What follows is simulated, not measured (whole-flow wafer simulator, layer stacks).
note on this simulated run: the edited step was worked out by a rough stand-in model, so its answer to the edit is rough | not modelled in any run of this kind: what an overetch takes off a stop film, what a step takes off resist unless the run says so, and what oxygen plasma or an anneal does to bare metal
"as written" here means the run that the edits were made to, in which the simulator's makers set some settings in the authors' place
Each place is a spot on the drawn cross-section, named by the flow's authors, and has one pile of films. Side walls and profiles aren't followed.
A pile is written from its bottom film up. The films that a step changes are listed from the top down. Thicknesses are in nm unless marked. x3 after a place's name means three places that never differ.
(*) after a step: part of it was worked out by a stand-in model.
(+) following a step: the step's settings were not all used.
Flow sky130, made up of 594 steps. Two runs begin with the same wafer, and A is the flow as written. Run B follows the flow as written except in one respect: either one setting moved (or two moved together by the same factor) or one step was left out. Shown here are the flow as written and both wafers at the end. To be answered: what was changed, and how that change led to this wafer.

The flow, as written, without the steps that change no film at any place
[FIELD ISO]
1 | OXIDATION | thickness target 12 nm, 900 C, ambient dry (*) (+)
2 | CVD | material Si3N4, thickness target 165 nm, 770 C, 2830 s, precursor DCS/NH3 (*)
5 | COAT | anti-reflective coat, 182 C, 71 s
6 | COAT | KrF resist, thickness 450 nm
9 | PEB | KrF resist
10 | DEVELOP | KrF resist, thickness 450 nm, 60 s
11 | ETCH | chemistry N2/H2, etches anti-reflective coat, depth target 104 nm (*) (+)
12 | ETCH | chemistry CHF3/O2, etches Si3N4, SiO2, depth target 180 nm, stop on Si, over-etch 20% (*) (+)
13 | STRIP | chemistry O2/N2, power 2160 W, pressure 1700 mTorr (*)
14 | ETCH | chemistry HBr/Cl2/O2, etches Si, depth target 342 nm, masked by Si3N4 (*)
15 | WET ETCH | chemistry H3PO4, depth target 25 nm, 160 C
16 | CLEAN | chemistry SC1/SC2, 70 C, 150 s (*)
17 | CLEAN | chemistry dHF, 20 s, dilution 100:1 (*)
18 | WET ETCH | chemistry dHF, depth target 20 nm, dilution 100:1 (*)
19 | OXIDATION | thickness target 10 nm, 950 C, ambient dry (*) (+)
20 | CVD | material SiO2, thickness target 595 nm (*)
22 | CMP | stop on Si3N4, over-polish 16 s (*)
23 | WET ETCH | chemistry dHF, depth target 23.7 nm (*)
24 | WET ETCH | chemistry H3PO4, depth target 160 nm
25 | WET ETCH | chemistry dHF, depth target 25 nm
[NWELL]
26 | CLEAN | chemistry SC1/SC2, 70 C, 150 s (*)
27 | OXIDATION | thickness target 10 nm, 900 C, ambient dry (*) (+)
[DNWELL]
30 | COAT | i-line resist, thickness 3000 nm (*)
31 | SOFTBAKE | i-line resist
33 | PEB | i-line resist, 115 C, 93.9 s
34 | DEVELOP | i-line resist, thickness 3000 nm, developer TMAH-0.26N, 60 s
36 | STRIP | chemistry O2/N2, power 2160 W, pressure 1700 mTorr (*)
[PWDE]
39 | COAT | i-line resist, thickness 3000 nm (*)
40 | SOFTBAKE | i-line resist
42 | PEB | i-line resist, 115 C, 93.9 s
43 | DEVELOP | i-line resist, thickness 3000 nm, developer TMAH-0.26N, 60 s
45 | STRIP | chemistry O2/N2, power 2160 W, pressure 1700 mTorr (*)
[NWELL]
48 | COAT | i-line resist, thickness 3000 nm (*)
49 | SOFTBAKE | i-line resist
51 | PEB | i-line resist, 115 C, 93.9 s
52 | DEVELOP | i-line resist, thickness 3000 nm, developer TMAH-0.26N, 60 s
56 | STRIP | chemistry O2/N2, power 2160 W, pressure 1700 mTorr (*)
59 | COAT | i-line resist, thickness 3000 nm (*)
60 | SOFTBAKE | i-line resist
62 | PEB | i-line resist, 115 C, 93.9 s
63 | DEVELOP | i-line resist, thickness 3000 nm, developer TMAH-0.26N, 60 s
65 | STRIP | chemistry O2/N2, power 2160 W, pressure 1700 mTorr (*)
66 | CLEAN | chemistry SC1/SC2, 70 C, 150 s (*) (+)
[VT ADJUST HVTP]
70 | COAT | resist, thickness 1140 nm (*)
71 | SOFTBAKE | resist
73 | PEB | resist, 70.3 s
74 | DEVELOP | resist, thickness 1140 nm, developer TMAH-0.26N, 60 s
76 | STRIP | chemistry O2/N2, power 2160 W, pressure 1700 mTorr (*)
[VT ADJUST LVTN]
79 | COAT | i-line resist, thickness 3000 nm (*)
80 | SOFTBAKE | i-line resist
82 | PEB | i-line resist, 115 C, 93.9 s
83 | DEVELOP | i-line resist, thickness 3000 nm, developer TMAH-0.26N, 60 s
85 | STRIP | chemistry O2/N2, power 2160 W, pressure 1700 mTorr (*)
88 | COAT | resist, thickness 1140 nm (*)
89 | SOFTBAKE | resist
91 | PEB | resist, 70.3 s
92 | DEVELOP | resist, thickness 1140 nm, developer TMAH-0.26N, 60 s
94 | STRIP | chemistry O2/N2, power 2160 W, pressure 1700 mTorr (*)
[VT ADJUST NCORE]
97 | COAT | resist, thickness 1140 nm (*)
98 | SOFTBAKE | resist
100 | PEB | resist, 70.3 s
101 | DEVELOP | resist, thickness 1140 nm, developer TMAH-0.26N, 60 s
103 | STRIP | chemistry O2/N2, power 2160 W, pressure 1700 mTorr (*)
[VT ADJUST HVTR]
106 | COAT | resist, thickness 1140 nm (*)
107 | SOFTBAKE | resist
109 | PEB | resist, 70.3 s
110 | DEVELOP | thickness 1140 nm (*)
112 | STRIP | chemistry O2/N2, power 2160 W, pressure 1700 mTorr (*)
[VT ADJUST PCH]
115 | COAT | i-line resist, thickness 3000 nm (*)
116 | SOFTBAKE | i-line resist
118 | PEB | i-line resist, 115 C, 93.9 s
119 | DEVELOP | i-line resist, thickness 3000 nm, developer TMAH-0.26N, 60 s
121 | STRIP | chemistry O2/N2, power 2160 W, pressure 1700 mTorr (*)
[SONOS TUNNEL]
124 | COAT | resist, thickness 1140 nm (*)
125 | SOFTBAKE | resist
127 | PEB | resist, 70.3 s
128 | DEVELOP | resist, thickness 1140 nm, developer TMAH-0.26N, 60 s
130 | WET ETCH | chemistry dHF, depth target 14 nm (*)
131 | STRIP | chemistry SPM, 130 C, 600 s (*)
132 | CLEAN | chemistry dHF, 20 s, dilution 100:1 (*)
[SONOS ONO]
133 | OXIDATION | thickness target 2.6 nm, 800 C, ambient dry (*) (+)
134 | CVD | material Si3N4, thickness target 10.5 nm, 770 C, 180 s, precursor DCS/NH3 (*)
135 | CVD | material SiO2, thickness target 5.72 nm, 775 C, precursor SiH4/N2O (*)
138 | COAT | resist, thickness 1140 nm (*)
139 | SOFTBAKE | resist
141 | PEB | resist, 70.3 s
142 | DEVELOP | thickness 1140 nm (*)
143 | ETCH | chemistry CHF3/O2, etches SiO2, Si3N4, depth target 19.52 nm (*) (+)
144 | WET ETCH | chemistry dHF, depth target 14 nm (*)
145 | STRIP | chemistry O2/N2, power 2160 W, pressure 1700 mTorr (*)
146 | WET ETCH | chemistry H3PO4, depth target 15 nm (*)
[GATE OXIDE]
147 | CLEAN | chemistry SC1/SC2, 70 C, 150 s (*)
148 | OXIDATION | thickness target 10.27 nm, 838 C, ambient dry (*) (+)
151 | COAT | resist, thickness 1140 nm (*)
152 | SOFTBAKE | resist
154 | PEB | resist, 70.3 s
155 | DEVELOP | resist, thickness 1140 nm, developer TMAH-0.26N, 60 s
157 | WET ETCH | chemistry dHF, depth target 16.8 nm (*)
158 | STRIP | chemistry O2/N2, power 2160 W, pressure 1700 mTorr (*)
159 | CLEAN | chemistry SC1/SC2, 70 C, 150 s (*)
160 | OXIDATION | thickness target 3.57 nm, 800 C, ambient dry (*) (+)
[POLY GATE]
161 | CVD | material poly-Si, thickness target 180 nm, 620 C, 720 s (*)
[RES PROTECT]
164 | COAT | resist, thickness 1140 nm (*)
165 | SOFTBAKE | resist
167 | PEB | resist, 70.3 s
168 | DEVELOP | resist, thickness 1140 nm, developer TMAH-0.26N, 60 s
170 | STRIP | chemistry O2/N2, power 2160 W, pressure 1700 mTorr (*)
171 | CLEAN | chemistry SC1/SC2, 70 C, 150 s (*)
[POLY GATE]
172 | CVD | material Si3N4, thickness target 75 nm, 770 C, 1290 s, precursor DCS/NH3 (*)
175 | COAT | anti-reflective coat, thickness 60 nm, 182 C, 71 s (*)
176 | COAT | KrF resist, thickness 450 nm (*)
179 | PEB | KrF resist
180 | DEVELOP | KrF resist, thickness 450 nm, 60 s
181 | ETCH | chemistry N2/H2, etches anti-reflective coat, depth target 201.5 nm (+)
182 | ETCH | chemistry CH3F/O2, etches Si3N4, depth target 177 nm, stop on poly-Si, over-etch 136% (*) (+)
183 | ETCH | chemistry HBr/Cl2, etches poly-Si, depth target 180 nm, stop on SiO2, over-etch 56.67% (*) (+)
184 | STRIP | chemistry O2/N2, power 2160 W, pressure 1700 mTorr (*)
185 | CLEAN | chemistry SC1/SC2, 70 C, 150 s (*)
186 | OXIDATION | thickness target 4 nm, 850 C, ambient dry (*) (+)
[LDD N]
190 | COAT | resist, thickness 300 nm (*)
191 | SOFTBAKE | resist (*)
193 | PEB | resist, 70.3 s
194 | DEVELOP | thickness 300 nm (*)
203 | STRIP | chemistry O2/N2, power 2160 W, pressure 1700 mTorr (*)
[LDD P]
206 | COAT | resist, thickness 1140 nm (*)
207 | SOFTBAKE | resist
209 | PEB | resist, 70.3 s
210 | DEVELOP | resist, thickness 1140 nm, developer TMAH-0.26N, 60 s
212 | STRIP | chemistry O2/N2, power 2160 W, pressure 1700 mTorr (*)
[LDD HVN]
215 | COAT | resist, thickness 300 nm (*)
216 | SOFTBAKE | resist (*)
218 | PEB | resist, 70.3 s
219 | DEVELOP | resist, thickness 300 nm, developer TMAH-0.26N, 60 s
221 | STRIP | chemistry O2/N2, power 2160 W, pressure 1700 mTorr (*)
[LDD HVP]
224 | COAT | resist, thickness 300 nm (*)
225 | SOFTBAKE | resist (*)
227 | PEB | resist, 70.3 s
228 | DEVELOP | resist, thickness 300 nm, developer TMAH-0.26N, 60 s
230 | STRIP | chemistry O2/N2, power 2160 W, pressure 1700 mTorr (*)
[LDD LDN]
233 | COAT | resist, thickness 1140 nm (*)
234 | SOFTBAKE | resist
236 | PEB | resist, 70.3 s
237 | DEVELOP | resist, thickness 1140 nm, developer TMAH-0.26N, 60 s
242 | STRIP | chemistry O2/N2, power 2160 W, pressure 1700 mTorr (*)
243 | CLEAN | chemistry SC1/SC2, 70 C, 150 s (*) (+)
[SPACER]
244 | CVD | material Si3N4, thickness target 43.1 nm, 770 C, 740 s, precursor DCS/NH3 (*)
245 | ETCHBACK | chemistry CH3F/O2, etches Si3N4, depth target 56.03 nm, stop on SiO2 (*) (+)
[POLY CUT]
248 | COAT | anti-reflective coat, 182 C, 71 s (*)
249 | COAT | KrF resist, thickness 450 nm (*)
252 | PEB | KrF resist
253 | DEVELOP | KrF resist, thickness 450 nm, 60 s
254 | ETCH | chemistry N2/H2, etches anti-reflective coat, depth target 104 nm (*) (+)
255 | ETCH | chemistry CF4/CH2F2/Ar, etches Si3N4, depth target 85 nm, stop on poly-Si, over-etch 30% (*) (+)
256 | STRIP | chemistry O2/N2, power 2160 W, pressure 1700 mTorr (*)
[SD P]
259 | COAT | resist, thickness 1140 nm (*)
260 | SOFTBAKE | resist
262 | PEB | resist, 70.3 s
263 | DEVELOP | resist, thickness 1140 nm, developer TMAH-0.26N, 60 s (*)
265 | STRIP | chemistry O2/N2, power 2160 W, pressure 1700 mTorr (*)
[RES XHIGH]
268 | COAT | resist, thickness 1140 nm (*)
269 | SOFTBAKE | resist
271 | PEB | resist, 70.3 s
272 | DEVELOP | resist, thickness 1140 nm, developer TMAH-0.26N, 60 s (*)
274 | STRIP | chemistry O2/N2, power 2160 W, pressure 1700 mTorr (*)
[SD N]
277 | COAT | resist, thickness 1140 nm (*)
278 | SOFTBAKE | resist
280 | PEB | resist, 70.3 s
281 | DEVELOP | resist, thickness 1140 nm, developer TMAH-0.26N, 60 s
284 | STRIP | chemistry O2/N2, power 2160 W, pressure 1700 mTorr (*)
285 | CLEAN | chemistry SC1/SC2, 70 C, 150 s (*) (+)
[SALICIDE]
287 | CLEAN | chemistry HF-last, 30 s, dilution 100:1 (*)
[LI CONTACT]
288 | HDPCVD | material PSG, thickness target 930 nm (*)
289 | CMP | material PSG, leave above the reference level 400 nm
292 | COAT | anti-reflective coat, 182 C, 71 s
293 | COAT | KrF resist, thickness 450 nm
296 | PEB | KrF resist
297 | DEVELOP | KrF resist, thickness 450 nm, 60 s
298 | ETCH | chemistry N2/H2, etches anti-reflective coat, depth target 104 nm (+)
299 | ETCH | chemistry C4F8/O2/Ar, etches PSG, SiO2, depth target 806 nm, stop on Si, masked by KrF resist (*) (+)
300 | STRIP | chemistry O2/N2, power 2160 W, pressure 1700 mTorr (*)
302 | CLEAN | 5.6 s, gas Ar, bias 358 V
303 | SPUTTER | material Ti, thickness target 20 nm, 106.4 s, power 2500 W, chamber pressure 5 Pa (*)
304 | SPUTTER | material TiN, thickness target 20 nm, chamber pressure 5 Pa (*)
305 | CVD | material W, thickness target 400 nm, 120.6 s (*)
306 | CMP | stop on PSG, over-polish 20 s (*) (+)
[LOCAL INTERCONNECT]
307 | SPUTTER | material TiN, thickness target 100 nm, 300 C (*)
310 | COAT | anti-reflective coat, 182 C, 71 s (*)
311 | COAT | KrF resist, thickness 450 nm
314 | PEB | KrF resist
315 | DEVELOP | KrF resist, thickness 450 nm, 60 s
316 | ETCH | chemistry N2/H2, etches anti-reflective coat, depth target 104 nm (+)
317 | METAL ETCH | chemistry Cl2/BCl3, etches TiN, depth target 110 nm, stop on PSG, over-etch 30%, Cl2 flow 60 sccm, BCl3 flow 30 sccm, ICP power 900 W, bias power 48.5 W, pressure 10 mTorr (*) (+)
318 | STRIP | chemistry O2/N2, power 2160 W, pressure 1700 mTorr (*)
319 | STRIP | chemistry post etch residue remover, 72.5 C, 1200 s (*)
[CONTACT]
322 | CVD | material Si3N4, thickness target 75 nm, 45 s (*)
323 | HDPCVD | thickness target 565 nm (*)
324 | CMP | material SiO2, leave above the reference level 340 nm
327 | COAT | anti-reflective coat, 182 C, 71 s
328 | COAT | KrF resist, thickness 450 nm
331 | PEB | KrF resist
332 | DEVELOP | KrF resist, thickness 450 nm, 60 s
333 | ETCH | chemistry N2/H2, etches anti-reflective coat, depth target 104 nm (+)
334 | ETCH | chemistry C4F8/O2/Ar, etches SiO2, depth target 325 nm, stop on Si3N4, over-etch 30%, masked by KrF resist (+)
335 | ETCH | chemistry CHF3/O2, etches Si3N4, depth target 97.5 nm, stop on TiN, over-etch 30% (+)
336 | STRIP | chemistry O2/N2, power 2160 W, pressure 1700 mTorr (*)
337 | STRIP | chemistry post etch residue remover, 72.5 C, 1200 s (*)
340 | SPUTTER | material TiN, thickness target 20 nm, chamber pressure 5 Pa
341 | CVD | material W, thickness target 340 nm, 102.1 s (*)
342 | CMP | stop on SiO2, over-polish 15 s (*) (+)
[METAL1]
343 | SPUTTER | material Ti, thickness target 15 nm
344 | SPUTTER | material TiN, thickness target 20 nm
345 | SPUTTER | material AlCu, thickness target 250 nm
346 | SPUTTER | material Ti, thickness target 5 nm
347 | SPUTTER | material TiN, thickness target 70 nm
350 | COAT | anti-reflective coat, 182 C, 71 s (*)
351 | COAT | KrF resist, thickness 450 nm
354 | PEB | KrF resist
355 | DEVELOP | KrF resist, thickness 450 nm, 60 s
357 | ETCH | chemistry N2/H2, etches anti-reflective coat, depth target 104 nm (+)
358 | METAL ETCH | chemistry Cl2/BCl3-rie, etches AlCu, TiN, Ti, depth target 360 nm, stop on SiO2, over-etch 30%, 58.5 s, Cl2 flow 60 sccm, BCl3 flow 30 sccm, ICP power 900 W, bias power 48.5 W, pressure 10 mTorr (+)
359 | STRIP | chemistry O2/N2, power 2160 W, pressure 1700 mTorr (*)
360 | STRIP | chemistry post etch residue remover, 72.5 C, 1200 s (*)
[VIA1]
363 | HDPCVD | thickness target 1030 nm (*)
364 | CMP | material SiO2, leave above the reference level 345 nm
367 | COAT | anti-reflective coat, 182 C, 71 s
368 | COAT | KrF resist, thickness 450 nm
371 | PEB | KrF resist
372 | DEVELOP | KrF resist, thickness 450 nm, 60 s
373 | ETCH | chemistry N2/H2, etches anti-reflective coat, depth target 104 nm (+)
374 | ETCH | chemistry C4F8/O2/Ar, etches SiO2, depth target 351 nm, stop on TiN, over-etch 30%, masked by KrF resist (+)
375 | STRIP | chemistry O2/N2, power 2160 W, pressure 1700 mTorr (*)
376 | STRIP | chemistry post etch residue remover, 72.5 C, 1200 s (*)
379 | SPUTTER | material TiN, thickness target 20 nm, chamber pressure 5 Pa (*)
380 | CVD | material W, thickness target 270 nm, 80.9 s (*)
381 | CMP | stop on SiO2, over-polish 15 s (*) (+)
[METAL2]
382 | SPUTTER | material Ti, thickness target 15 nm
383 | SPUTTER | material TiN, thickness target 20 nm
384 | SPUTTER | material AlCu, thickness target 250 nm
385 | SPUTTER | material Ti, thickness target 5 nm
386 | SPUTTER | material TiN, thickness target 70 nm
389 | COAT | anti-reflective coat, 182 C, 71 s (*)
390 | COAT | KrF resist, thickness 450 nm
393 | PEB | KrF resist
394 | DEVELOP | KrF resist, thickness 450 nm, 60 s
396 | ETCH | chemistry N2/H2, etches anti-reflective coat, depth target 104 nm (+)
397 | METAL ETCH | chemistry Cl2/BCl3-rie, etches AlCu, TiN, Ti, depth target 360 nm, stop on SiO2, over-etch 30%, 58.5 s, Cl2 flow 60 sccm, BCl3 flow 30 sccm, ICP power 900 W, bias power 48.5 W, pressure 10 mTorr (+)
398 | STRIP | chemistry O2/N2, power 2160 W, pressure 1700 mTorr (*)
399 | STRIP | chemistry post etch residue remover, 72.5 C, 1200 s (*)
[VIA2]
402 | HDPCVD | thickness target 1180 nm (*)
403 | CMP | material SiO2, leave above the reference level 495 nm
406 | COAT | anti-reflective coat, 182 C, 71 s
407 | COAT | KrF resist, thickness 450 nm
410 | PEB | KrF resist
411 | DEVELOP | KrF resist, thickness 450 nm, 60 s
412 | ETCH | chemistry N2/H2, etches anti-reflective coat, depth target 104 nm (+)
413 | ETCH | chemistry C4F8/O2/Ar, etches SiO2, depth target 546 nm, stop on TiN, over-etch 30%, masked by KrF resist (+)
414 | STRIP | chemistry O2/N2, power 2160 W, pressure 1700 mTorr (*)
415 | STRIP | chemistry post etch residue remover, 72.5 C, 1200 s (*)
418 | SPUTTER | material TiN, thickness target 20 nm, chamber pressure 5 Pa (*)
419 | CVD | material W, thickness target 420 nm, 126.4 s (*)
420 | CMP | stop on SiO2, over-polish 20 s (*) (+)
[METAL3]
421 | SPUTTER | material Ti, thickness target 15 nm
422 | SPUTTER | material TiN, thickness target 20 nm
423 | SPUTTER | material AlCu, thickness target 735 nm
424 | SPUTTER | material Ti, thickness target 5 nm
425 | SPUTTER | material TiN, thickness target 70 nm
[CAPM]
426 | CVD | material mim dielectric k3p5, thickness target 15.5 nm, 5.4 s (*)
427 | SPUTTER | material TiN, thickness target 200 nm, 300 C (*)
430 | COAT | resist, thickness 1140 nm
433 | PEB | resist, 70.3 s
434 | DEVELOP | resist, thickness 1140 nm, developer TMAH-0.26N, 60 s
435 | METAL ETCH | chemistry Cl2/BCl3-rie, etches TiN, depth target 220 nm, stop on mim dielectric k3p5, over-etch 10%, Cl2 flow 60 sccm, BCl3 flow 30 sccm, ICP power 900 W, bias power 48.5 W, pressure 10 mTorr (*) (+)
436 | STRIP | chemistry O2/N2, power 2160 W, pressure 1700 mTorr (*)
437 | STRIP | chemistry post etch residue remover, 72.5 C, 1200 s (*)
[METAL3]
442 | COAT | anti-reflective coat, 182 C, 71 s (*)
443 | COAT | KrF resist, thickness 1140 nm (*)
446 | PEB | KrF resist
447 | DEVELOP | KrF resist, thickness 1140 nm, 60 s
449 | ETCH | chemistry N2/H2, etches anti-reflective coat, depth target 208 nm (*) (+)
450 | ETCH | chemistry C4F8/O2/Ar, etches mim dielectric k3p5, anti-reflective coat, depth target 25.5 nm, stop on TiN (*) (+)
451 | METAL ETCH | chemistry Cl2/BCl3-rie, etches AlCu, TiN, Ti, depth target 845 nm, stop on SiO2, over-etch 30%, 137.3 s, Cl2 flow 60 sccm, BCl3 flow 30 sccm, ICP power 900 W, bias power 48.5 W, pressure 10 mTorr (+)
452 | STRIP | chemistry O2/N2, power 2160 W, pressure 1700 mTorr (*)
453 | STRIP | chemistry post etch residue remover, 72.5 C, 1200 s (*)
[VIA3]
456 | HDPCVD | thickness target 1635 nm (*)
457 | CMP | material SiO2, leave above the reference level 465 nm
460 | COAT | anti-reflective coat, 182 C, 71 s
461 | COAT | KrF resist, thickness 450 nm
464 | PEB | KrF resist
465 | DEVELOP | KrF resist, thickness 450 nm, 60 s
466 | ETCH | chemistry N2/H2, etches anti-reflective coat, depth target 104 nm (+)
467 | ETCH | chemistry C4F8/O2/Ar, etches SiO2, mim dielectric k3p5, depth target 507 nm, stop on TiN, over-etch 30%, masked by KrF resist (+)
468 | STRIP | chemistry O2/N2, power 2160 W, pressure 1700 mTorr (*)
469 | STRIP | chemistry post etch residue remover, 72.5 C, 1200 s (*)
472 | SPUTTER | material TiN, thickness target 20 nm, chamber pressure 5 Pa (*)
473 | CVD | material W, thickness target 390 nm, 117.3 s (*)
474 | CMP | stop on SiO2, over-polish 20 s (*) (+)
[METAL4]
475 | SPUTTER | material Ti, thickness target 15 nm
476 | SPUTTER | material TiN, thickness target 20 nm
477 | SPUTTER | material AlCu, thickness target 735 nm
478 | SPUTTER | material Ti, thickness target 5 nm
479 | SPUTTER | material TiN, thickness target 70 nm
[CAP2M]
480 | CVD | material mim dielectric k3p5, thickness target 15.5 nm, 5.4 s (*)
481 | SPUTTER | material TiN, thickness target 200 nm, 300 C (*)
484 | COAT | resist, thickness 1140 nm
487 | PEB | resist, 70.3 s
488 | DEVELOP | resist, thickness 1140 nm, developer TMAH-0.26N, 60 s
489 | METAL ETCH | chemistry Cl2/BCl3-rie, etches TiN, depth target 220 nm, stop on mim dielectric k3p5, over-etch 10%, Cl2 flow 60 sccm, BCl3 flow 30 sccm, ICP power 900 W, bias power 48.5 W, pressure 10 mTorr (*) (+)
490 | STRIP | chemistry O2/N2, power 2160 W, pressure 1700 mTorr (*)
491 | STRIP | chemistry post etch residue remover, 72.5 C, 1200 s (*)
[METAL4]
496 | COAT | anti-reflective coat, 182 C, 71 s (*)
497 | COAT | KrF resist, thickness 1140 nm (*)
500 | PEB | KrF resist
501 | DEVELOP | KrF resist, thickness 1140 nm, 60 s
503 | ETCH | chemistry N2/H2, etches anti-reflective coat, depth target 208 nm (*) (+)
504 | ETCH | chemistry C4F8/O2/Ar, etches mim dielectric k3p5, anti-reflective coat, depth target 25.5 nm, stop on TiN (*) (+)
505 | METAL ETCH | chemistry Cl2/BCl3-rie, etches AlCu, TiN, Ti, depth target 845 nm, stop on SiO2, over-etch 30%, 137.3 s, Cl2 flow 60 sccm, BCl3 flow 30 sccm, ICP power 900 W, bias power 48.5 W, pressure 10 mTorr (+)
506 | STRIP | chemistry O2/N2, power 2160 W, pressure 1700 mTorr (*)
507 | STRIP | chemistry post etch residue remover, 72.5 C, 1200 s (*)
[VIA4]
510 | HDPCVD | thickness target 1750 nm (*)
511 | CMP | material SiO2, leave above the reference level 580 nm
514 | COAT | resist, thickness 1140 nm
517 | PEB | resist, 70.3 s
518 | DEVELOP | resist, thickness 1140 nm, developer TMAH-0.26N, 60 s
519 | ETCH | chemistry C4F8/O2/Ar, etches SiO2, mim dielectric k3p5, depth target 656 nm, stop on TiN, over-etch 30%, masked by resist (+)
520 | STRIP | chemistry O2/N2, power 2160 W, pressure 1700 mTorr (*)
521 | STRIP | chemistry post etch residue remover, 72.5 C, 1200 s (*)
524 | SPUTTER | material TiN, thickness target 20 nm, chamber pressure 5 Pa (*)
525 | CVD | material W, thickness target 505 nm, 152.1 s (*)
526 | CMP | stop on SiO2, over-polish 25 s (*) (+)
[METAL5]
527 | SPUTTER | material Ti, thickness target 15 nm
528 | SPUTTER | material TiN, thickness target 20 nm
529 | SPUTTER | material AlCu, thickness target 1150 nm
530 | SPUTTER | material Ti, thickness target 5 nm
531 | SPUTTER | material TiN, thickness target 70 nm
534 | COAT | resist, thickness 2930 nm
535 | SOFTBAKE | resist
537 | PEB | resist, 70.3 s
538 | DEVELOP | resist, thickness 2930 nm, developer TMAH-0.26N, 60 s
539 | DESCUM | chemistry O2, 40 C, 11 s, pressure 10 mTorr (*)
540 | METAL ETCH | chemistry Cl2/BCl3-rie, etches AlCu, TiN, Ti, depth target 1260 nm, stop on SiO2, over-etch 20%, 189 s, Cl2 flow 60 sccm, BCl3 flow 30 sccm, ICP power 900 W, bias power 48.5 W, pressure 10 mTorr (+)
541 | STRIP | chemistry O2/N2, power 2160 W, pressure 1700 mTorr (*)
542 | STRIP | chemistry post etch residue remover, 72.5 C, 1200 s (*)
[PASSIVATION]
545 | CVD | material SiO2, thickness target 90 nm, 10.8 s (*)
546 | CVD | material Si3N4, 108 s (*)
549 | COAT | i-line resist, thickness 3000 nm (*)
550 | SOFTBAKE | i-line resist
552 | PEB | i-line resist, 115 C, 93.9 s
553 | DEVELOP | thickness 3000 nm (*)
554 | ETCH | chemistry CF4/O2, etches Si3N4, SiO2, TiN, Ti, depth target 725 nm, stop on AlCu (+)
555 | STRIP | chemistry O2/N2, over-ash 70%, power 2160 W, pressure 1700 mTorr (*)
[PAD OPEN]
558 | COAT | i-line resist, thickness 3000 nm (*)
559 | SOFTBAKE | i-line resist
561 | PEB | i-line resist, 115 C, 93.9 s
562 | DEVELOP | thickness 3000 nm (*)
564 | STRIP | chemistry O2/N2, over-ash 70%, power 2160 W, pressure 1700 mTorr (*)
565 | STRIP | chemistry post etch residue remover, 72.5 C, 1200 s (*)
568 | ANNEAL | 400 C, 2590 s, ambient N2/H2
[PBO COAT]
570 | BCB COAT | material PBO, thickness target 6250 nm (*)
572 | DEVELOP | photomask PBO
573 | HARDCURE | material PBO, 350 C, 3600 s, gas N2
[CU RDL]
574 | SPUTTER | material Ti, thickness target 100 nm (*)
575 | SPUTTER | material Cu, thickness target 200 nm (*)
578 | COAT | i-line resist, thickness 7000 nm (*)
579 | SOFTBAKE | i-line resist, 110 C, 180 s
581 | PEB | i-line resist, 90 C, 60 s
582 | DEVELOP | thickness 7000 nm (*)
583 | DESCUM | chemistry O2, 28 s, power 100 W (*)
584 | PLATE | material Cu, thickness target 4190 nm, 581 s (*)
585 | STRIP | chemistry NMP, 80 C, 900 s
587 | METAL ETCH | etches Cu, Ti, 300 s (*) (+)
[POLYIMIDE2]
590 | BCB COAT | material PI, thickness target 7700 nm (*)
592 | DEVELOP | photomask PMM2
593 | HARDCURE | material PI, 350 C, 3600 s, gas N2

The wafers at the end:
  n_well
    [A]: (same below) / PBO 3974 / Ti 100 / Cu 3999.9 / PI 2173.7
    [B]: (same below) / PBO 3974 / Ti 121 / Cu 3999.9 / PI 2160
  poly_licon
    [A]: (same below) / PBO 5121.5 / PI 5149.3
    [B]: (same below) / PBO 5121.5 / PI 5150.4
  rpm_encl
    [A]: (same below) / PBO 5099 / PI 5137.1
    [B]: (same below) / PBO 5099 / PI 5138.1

What caused this: step 574, SPUTTER: thickness target 121 nm was run, though the flow has thickness target 100 nm.
One can read it off the wafer: n_well has Ti 121, and step 574 as written asks for 100 nm.

Step by step, how the change led to this:
  574 | SPUTTER | material Ti, thickness target 100 nm (*)
      field, active, n_well and 190 more: A Ti gains 100 (new film) | B Ti gains 121 (new film)
  587 | METAL ETCH | etches Cu, Ti, 300 s (*) (+)
      field, active, gate and 167 more: A Cu loses 200 (all of it), Ti loses 100 (all of it) | B Cu loses 200 (all of it), Ti loses 121 (all of it)
  590 | BCB COAT | material PI, thickness target 7700 nm (*)
      de16_gate_nw: A PI gains 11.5 um (new film) | B PI gains 11.52 um (new film)
